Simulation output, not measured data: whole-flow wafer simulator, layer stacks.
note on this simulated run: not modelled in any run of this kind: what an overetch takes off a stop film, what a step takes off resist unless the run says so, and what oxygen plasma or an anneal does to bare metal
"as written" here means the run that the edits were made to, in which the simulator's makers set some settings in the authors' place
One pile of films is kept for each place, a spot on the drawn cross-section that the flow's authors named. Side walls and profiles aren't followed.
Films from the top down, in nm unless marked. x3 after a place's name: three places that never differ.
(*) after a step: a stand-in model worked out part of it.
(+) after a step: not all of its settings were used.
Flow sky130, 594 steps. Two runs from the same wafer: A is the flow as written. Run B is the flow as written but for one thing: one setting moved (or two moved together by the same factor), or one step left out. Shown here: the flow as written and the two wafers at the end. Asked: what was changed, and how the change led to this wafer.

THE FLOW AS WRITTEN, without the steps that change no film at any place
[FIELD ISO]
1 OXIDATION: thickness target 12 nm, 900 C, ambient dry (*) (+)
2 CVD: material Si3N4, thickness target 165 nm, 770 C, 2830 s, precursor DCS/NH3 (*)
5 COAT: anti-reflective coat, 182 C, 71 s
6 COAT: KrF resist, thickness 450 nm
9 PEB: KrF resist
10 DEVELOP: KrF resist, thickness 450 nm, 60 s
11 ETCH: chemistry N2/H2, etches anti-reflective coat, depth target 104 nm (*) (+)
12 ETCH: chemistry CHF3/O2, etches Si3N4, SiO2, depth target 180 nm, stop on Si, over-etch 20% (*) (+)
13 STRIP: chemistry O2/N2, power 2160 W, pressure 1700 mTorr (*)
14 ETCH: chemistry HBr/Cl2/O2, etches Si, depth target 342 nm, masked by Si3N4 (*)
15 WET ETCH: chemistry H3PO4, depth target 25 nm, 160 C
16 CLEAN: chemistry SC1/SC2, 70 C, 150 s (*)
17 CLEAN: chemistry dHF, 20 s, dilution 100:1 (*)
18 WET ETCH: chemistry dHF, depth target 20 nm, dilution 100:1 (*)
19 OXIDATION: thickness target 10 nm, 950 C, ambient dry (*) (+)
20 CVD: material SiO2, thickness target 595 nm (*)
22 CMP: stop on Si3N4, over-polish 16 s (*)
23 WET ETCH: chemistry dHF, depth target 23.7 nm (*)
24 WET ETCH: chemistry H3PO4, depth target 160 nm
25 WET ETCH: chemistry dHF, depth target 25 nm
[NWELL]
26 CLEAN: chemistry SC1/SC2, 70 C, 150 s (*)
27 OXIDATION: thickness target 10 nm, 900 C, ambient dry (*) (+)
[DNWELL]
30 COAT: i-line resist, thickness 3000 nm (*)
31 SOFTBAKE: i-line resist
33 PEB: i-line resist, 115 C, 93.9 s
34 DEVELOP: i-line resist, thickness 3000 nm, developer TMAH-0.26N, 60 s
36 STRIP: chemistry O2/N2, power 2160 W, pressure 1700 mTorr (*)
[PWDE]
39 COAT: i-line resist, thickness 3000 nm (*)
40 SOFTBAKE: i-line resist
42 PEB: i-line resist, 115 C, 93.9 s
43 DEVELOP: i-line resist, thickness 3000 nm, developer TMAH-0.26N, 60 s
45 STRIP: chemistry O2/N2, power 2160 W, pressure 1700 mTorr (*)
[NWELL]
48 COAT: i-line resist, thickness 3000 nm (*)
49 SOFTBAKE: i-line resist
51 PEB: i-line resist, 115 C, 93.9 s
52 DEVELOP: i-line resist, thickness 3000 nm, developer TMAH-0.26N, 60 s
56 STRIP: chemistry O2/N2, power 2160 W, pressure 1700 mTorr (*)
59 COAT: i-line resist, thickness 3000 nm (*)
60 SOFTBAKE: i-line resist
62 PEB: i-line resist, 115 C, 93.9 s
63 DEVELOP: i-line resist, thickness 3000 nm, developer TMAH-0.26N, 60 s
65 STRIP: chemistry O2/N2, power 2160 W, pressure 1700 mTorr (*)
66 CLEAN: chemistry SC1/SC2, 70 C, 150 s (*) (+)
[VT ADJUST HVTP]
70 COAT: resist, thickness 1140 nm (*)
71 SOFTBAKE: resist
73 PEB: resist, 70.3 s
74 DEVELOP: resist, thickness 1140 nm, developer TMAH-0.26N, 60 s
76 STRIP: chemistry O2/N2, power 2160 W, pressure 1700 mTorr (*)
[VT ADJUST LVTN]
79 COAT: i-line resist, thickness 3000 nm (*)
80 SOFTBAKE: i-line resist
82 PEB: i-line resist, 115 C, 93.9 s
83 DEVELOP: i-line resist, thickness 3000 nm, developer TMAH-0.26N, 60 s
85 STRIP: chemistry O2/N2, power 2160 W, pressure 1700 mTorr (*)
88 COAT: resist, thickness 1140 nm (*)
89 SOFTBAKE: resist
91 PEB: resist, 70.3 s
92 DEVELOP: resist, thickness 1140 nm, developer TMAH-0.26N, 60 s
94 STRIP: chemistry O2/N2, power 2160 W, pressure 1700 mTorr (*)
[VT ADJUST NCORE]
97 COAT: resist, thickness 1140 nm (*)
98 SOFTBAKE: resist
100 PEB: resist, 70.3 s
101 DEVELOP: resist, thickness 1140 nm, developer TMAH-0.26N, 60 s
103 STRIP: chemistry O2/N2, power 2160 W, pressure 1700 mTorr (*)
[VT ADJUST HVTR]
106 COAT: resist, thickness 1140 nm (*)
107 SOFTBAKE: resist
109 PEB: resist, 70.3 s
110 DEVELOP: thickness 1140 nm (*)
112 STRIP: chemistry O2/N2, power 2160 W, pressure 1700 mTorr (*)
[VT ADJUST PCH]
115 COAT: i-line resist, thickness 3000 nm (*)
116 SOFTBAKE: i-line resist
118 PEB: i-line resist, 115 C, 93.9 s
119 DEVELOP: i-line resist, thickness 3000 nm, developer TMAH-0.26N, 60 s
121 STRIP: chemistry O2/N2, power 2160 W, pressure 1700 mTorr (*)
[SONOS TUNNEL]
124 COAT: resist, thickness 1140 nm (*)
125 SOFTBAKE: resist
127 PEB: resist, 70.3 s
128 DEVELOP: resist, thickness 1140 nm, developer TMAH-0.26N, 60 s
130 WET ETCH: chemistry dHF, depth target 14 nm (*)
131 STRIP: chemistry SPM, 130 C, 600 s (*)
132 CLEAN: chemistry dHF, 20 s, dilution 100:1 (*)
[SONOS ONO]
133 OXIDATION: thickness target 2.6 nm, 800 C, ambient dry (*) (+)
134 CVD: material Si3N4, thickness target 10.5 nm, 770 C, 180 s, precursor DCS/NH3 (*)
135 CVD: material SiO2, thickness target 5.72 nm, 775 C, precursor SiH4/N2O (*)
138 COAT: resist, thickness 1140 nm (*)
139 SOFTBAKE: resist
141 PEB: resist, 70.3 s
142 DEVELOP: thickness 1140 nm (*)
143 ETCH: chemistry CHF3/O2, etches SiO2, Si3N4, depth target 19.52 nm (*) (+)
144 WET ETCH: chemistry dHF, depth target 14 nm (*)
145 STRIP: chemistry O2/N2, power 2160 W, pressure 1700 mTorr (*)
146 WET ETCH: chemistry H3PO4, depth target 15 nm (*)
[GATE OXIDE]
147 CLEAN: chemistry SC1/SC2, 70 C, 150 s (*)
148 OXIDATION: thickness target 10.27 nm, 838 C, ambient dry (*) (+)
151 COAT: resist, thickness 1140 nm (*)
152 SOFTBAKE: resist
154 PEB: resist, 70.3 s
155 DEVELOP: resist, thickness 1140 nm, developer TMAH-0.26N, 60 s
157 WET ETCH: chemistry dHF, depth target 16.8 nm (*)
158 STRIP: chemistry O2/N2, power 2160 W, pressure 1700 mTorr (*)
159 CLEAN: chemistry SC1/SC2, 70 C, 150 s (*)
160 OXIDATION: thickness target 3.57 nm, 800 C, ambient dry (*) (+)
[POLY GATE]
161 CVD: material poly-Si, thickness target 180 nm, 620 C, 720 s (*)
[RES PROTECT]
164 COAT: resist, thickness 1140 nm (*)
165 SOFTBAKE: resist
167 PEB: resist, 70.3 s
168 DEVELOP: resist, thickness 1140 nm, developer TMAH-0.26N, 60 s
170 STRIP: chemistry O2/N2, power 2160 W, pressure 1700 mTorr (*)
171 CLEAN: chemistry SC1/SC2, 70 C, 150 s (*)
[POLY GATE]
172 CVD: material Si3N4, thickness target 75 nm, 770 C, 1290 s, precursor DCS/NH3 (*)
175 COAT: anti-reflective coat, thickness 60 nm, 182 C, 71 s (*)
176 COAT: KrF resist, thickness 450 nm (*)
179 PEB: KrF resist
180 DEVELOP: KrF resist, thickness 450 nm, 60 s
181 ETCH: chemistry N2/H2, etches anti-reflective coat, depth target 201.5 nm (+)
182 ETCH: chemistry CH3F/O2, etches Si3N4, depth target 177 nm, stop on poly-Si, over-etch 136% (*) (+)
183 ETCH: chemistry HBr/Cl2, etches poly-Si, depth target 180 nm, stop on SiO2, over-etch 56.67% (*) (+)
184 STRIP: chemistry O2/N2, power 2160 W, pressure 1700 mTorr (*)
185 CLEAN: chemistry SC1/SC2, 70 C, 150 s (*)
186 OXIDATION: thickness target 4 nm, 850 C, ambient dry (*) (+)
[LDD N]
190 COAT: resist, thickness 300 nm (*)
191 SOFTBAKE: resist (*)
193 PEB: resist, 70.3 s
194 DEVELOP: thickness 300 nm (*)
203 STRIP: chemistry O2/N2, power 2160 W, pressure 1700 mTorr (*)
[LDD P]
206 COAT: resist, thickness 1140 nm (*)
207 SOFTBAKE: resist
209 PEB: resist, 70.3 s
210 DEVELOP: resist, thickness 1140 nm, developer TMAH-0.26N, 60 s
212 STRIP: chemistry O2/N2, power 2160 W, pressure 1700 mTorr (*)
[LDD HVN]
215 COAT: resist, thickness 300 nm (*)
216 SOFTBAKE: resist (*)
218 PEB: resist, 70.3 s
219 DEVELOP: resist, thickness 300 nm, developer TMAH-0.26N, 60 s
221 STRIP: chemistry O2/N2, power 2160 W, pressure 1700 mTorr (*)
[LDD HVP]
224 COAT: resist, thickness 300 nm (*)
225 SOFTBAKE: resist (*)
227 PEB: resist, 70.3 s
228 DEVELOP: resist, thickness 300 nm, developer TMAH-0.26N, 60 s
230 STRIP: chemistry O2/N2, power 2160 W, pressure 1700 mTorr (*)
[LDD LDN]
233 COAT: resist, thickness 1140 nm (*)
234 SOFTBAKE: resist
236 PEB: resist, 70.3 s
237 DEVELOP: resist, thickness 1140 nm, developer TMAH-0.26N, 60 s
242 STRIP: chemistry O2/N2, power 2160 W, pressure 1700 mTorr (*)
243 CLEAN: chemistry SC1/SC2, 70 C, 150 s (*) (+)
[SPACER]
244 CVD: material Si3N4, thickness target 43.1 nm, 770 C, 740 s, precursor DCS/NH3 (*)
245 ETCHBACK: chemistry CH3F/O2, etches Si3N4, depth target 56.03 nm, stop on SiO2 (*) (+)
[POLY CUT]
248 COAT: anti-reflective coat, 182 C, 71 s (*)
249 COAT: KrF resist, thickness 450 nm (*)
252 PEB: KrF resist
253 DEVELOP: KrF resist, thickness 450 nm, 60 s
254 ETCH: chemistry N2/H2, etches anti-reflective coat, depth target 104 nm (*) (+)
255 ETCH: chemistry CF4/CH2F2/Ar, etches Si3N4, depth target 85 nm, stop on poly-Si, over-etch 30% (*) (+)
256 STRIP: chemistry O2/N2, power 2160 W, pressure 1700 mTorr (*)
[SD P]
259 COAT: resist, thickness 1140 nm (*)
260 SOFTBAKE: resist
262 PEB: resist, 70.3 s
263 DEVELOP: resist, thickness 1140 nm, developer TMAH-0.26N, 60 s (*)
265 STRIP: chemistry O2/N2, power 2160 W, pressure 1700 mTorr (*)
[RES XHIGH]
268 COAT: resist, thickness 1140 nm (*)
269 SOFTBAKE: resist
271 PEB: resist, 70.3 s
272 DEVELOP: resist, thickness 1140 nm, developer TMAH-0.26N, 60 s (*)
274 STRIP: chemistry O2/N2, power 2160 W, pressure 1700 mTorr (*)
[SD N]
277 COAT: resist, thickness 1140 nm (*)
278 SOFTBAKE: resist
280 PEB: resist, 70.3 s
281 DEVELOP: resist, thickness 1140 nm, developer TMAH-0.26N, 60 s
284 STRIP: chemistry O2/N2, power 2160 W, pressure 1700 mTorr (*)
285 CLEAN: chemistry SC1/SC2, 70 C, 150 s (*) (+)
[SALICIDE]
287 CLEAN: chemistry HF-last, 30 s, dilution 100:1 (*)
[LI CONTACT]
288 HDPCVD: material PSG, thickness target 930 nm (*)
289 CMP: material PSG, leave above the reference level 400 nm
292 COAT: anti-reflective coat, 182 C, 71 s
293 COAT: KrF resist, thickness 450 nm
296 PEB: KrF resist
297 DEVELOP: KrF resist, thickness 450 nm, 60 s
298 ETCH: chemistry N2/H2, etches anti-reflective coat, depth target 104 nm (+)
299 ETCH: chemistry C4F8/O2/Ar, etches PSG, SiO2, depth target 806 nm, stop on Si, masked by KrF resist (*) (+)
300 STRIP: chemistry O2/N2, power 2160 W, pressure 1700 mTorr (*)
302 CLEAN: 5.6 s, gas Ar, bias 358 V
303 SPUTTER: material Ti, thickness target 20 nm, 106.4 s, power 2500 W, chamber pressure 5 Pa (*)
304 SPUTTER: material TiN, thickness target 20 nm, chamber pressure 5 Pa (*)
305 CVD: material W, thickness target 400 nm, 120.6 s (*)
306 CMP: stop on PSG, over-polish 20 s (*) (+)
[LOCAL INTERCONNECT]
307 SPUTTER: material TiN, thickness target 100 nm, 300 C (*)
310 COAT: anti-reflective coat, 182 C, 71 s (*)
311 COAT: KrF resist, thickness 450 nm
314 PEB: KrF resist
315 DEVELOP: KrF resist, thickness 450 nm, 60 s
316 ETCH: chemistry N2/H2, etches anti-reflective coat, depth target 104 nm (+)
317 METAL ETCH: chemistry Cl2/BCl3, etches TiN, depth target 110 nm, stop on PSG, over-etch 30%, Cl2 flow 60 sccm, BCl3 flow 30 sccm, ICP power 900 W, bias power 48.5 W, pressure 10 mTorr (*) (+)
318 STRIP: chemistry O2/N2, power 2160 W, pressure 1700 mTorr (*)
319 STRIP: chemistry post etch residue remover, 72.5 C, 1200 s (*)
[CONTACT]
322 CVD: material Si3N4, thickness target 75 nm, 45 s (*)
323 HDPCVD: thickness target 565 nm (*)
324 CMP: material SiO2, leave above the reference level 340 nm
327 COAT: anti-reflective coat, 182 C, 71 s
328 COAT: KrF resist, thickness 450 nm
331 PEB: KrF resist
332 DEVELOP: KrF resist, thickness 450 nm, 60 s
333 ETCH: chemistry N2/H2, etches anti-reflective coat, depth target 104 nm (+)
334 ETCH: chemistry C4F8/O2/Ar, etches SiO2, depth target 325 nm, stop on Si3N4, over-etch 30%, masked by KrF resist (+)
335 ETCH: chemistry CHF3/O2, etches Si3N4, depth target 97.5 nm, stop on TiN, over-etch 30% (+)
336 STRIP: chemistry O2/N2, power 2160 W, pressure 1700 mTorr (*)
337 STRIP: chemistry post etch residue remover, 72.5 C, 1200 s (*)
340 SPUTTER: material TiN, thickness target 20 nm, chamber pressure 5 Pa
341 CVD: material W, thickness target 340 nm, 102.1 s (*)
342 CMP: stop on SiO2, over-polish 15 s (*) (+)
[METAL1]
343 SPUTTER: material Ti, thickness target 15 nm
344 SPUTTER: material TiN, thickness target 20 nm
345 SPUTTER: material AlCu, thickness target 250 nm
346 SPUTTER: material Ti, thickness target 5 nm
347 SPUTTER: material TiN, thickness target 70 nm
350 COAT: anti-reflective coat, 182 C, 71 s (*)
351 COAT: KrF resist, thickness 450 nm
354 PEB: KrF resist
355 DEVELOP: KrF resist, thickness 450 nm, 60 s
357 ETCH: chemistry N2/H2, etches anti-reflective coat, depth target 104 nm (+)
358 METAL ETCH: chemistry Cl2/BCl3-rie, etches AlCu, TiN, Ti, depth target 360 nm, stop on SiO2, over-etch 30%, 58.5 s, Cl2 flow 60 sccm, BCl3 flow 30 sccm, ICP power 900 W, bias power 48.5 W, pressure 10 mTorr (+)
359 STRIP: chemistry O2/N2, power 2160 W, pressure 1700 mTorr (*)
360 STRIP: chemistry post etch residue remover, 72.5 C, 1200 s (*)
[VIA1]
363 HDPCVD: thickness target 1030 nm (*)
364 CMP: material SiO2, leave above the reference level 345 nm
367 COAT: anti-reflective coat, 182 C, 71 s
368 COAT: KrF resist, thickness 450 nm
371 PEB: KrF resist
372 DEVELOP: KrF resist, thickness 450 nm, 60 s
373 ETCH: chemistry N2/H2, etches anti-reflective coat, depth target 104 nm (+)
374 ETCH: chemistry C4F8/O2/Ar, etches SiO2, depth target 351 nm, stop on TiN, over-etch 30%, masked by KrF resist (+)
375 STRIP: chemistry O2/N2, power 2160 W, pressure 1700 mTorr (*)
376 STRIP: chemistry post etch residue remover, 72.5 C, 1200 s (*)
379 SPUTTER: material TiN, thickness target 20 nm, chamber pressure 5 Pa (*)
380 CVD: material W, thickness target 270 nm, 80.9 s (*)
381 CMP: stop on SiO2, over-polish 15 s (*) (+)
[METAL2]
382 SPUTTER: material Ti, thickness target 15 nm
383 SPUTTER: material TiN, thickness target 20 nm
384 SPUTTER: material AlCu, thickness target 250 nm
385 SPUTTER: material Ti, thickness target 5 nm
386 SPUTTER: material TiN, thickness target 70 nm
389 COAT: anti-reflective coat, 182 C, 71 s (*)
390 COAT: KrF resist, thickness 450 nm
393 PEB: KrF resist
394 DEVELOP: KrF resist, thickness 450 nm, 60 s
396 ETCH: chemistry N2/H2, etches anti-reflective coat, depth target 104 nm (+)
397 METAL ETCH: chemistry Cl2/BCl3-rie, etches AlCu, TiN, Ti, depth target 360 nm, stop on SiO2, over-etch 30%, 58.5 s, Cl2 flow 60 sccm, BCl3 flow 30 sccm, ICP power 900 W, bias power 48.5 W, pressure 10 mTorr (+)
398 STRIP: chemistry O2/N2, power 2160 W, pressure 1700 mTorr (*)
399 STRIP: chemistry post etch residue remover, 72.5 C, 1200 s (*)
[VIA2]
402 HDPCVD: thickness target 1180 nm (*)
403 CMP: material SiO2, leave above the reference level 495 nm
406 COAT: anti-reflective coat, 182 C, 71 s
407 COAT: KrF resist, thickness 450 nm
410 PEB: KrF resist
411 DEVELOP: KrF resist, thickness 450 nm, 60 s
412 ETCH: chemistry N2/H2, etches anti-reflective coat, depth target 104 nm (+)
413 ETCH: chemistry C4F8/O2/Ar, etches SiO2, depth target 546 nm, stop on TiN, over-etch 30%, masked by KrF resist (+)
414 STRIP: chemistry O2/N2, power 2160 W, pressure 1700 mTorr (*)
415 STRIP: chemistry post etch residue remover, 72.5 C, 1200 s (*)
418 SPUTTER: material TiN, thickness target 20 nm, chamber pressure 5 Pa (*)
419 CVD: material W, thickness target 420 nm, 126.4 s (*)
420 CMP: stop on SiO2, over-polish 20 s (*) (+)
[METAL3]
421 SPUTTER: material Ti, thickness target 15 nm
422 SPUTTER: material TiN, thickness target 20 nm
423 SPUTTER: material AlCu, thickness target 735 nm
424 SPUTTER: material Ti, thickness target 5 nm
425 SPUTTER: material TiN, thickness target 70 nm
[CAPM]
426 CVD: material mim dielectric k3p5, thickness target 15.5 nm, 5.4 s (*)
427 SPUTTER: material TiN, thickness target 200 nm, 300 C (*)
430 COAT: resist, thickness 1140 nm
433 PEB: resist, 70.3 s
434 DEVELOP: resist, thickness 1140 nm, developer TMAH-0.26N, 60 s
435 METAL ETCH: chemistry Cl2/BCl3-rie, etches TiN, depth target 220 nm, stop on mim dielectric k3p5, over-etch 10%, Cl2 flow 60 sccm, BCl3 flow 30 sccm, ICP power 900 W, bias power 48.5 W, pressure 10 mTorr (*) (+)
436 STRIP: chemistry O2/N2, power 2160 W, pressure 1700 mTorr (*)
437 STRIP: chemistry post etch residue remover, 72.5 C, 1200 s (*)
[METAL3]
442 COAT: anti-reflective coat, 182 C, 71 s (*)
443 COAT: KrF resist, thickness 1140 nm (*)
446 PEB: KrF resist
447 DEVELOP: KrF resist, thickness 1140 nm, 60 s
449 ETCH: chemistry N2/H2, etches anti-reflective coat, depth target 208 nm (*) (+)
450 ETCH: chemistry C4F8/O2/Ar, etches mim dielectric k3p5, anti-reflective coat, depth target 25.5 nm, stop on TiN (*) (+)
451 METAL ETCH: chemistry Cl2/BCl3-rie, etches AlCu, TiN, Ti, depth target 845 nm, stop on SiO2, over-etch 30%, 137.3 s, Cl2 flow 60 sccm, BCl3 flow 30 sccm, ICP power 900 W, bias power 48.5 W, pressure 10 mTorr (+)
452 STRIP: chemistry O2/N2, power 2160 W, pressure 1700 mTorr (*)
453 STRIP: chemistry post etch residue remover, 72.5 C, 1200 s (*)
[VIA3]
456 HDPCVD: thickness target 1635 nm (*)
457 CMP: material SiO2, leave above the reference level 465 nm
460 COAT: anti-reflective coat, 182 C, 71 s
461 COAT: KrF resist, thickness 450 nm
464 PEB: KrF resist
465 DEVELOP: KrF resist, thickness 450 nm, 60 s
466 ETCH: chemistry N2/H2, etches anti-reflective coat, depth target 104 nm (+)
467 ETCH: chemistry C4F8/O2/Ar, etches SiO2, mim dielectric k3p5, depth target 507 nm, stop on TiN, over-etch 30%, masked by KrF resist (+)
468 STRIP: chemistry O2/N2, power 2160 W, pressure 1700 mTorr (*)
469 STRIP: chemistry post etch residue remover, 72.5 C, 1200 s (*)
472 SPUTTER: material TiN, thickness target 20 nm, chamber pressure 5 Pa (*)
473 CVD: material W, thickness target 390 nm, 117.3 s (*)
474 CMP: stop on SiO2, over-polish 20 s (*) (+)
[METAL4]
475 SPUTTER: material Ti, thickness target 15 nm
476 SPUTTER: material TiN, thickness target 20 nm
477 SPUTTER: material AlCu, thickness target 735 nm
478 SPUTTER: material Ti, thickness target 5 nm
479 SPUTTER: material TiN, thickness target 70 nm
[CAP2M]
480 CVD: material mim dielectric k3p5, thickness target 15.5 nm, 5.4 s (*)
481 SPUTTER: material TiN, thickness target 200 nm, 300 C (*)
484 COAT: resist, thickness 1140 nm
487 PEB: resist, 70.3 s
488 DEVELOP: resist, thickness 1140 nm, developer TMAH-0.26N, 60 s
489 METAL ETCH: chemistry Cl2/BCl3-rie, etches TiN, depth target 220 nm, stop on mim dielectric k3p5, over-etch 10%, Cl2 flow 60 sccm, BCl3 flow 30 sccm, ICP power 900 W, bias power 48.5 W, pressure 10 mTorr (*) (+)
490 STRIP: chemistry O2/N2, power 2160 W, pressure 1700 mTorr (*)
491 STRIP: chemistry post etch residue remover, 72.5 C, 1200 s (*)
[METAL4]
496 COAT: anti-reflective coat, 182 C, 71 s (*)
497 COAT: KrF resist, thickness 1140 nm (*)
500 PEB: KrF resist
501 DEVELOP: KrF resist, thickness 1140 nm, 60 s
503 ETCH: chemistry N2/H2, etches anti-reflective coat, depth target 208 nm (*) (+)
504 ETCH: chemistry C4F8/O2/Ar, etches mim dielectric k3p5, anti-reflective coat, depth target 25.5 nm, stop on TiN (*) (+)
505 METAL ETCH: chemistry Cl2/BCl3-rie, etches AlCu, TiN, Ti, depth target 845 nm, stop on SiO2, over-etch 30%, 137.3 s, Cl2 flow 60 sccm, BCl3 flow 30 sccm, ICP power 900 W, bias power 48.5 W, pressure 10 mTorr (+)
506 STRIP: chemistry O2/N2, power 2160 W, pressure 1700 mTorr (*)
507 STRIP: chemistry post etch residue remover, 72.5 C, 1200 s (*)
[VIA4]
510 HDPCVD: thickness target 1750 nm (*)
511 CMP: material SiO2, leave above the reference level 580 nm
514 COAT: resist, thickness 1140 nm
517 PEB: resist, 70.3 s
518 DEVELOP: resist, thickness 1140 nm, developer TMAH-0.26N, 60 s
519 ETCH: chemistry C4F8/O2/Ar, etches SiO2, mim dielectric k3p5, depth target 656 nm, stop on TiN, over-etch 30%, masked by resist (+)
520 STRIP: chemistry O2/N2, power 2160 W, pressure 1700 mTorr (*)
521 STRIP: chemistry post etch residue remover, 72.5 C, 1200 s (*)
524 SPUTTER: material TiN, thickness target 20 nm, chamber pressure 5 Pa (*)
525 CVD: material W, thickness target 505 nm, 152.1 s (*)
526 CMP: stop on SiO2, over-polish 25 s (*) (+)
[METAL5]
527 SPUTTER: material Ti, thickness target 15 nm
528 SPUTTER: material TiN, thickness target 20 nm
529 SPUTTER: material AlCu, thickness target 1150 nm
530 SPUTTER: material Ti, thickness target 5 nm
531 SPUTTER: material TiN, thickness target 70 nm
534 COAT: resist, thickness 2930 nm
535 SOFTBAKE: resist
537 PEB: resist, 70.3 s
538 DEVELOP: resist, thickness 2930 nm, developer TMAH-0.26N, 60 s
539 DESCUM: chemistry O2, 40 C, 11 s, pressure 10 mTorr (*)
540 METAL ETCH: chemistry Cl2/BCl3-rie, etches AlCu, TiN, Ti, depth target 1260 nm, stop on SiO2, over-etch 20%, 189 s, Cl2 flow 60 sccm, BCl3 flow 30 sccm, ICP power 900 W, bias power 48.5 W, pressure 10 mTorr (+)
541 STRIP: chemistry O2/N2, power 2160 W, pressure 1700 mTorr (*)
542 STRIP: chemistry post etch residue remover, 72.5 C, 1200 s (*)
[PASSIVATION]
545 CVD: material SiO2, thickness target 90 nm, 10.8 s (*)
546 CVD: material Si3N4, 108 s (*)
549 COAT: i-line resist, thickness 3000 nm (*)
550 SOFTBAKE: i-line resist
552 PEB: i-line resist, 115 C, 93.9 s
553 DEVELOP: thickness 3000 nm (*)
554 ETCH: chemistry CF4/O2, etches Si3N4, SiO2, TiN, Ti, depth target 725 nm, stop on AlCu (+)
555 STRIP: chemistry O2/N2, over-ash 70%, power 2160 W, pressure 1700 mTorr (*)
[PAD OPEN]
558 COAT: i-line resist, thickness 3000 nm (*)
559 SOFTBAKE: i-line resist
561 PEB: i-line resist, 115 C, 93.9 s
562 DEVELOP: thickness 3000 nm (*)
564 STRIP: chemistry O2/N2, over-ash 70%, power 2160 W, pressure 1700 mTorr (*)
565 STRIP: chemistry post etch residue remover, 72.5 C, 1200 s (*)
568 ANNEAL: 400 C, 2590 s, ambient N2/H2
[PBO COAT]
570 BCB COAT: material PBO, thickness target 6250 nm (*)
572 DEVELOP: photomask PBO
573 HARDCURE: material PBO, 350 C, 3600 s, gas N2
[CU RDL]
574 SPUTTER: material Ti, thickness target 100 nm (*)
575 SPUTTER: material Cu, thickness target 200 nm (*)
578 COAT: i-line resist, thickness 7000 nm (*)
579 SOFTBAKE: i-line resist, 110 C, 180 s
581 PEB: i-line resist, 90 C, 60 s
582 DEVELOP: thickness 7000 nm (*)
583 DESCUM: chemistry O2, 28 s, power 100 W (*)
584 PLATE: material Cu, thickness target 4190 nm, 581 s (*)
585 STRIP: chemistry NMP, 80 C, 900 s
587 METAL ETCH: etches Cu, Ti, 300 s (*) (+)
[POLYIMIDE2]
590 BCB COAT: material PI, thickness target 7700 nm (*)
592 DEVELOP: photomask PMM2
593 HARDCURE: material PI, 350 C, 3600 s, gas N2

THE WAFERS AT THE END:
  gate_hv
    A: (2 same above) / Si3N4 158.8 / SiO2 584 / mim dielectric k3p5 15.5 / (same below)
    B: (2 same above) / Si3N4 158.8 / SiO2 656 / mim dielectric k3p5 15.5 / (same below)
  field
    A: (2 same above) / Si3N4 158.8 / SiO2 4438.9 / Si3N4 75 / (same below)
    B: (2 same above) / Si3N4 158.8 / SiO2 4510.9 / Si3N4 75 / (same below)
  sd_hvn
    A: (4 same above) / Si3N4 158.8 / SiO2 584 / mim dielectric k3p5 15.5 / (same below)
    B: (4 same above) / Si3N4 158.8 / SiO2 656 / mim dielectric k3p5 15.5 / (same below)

The cause: step 511, CMP: leave above the reference level 652 nm was run, where the flow has leave above the reference level 580 nm.

How the change led to this, step by step:
  511 CMP: material SiO2, leave above the reference level 580 nm
      n_well, p_well, gate_hv and 99 more: A SiO2 -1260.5 | B SiO2 -1188.5
      field, active, gate and 77 more: A SiO2 -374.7 | B SiO2 -302.7
      (and at 11 more places)
  519 ETCH: chemistry C4F8/O2/Ar, etches SiO2, mim dielectric k3p5, depth target 656 nm, stop on TiN, over-etch 30%, masked by resist (+)
      m1: A SiO2 -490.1 (all of it), mim dielectric k3p5 -15.5 (all of it) | B SiO2 -562.1 (all of it), mim dielectric k3p5 -15.5 (all of it)
      via4_hole: A SiO2 -489.5 (all of it), mim dielectric k3p5 -15.5 (all of it) | B SiO2 -561.5 (all of it), mim dielectric k3p5 -15.5 (all of it)
  525 CVD: material W, thickness target 505 nm, 152.1 s (*)
      m1: A W +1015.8 (new film) | B W +1088.2 (new film)
      via4_hole: A W +1015.2 (new film) | B W +1087.6 (new film)
